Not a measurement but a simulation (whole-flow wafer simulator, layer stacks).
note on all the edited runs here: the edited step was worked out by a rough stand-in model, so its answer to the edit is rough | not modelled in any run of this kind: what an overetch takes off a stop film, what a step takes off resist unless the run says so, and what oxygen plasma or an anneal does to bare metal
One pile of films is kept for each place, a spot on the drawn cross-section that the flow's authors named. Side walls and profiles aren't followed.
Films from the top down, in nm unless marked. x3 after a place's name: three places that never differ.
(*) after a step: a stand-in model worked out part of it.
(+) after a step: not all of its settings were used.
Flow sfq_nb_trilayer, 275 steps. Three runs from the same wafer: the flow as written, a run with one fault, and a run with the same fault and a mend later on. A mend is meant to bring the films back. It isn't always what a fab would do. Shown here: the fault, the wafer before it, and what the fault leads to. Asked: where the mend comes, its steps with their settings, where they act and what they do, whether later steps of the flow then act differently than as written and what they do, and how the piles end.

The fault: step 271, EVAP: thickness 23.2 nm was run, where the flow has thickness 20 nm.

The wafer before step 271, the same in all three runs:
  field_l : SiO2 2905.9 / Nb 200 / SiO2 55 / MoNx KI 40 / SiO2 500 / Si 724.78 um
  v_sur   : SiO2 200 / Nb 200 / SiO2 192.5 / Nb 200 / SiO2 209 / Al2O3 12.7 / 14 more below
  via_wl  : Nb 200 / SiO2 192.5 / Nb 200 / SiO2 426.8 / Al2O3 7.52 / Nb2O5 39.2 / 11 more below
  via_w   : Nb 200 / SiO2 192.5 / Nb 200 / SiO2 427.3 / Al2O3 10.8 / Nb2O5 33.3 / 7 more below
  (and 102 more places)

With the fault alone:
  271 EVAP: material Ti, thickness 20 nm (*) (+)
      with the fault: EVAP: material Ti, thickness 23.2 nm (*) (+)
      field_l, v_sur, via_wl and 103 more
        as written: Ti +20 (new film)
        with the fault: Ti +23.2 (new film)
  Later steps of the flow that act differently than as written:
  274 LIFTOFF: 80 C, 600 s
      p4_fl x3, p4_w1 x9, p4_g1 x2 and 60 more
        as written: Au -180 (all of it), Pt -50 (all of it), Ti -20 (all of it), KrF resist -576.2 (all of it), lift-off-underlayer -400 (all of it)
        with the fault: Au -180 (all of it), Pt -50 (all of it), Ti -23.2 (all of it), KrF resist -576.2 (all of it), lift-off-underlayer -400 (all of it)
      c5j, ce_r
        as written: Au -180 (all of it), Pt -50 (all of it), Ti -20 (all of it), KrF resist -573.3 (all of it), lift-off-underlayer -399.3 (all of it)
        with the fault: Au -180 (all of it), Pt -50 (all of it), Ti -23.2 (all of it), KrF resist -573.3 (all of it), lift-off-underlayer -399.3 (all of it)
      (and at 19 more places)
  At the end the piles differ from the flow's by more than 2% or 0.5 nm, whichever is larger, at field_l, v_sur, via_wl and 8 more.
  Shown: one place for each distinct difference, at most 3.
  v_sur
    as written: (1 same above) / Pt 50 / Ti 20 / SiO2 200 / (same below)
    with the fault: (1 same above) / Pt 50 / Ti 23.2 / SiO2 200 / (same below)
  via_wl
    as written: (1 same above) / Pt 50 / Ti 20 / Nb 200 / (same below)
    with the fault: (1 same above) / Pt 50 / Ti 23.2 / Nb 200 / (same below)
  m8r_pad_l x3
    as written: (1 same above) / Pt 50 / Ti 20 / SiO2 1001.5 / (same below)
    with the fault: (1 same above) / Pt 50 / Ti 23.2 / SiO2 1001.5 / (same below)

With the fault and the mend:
  The mend comes after step 271.
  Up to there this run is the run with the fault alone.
  271a METAL ETCH: etches Ti, MoNx, depth 3.2 nm (the flow's step 190 once more, with other settings)
      field_l, v_sur, via_wl and 103 more
        Ti -3.2
  No later step of the flow acts differently than as written at any place that is followed.
  At the end the piles are the same as the flow's at every place that both follow.
